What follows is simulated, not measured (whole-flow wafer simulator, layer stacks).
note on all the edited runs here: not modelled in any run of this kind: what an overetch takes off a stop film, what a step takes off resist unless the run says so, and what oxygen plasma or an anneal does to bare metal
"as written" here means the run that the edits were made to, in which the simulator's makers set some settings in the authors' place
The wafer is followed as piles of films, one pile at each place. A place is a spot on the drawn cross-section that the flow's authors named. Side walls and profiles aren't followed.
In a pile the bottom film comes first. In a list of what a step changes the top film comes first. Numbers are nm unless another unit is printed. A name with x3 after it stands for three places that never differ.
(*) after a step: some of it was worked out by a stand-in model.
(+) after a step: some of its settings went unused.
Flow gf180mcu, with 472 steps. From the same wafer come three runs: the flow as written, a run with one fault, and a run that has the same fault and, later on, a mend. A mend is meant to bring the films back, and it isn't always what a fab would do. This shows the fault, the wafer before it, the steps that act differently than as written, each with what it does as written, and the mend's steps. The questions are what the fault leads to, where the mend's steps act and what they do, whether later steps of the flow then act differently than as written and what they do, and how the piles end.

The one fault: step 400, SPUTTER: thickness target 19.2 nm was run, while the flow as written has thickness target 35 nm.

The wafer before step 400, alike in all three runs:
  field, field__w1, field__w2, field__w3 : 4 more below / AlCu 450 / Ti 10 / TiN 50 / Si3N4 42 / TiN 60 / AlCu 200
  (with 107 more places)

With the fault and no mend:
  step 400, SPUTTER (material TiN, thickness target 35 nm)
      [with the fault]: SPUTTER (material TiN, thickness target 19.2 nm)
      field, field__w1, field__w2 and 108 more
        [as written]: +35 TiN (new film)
        [with the fault]: +19.2 TiN (new film)
  Steps later in the flow that act otherwise than as written (not shown: 8 more steps that differ only slightly, by at most 2% or 0.5 nm, whichever is larger):
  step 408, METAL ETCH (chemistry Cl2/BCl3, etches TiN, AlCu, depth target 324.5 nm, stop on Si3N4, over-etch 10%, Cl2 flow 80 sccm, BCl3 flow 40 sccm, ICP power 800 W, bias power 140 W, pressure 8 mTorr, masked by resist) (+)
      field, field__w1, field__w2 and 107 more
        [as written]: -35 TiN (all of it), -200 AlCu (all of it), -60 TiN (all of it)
        [with the fault]: -19.2 TiN (all of it), -200 AlCu (all of it), -60 TiN (all of it)
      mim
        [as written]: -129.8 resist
        [with the fault]: -122.8 resist
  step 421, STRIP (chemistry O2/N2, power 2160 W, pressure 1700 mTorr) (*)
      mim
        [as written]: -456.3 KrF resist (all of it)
        [with the fault]: -468.2 KrF resist (all of it)
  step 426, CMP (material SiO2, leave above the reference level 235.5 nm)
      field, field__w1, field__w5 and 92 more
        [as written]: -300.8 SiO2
        [with the fault]: -316.6 SiO2
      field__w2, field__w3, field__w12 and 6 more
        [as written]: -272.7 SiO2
        [with the fault]: -288.5 SiO2
  By the end, the piles at mim depart from the flow's by more than 2% or 0.5 nm, whichever is larger.
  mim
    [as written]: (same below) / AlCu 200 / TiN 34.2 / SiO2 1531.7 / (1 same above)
    [with the fault]: (same below) / AlCu 200 / TiN 18.4 / SiO2 1531.7 / (1 same above)

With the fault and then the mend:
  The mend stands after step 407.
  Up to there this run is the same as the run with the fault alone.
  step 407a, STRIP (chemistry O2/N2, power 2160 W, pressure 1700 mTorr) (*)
      mim
        -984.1 resist (all of it)
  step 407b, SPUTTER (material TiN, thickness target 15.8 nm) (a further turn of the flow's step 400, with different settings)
      field, field__w1, field__w2 and 108 more
        +15.8 TiN
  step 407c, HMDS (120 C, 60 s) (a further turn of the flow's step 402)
      leaves every film unchanged at each place that is followed
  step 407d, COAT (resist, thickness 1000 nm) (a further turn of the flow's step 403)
      field, field__w1, field__w2 and 108 more
        +1000 resist (new film)
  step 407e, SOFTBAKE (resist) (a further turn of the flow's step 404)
      leaves every film unchanged at each place that is followed
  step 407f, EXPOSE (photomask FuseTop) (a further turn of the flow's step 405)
      leaves every film unchanged at each place that is followed
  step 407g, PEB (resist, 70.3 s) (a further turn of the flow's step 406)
      field, field__w1, field__w2 and 108 more
        -15.9 resist
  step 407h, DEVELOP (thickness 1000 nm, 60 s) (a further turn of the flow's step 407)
      field, field__w1, field__w2 and 107 more
        -984.1 resist (all of it)
  Every later step of the flow that is run acts as written at every place that is followed.
  The piles end the same as the flow's at every place that both follow.
